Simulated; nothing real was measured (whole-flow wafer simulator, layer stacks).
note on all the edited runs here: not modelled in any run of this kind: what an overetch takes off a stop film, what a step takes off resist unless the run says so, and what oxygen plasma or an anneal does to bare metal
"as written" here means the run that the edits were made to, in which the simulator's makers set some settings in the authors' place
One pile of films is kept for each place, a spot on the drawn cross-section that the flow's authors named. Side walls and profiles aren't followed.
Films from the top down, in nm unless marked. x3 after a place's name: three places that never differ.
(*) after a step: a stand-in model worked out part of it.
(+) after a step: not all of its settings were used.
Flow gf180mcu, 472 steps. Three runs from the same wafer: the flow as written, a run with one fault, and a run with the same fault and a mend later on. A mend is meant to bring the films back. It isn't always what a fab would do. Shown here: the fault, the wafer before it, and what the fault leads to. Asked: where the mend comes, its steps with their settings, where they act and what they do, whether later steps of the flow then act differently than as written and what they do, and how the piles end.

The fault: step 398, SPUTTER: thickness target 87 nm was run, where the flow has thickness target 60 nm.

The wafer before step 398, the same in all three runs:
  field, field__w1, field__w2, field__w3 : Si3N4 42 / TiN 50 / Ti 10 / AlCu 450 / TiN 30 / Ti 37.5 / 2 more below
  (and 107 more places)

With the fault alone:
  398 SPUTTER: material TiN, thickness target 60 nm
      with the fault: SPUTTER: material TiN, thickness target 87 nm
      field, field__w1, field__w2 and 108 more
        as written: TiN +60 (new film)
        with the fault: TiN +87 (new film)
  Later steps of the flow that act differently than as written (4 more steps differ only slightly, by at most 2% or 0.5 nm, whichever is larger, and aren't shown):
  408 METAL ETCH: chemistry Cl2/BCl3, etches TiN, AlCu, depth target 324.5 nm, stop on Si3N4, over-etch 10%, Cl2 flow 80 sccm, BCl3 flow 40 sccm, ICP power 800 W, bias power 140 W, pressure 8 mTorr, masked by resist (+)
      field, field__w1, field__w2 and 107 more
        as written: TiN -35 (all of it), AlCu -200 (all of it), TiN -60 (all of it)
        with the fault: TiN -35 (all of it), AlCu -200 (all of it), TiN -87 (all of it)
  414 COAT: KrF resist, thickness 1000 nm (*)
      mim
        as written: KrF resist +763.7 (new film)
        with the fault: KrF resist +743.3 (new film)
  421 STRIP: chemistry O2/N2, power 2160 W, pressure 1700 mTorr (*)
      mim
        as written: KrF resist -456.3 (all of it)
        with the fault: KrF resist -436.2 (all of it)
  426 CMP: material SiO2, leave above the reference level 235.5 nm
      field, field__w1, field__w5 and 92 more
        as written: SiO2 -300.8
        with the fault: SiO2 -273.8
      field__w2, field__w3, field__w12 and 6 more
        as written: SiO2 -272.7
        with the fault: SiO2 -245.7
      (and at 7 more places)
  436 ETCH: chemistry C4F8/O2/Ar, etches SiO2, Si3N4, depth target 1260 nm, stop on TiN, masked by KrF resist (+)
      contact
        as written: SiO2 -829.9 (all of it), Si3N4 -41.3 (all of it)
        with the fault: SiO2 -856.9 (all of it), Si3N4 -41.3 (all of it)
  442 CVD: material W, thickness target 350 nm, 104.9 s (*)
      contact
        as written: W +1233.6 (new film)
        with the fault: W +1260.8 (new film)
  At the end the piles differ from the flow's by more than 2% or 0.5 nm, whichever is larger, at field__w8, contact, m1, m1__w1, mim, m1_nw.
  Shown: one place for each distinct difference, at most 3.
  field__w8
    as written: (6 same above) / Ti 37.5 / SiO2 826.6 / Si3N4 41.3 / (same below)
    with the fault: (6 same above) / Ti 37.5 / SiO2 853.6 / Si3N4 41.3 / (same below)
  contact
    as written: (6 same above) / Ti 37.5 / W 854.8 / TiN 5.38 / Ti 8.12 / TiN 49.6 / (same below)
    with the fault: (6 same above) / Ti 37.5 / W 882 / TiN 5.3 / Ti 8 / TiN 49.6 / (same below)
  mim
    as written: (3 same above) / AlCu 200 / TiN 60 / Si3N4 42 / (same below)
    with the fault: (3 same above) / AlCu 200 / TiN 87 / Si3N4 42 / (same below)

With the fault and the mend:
  The mend comes after step 407.
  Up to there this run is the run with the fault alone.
  408 METAL ETCH: chemistry Cl2/BCl3, etches TiN, AlCu, depth target 351.5 nm, stop on Si3N4, over-etch 10%, Cl2 flow 80 sccm, BCl3 flow 40 sccm, ICP power 800 W, bias power 140 W, pressure 8 mTorr, masked by resist (+) (the flow's step 408, which as written has depth target 324.5 nm)
      field, field__w1, field__w2 and 107 more
        TiN -35 (all of it), AlCu -200 (all of it), TiN -87 (all of it)
      mim
        resist -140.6
  Later steps of the flow that act differently than as written (5 more steps differ only slightly, by at most 2% or 0.5 nm, whichever is larger, and aren't shown):
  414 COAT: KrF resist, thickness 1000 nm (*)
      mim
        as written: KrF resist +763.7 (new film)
        with the mend: KrF resist +743.3 (new film)
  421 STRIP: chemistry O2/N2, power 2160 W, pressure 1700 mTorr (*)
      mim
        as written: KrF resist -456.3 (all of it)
        with the mend: KrF resist -436.2 (all of it)
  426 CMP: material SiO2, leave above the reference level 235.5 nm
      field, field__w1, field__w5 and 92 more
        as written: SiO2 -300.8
        with the mend: SiO2 -273.8
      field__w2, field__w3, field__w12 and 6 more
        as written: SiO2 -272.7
        with the mend: SiO2 -245.7
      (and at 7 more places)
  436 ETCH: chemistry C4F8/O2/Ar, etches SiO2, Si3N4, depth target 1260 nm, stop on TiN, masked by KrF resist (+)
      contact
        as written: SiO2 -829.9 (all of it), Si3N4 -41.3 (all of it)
        with the mend: SiO2 -856.9 (all of it), Si3N4 -41.3 (all of it)
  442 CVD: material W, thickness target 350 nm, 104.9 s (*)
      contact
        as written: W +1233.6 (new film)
        with the mend: W +1260.8 (new film)
  At the end the piles differ from the flow's by more than 2% or 0.5 nm, whichever is larger, at field__w8, contact, m1, m1__w1, mim, m1_nw.
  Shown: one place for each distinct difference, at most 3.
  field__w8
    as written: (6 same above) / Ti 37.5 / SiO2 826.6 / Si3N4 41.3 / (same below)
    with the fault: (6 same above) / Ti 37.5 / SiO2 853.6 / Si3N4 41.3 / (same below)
    with the mend: (6 same above) / Ti 37.5 / SiO2 853.6 / Si3N4 41.3 / (same below)
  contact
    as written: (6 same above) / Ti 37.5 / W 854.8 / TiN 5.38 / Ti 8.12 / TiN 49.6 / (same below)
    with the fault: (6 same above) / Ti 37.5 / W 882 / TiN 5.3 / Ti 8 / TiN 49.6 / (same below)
    with the mend: (6 same above) / Ti 37.5 / W 882 / TiN 5.3 / Ti 8 / TiN 49.6 / (same below)
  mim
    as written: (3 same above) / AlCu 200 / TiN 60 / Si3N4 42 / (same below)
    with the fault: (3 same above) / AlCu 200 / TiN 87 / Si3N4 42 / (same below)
    with the mend: (3 same above) / AlCu 200 / TiN 87 / Si3N4 42 / (same below)
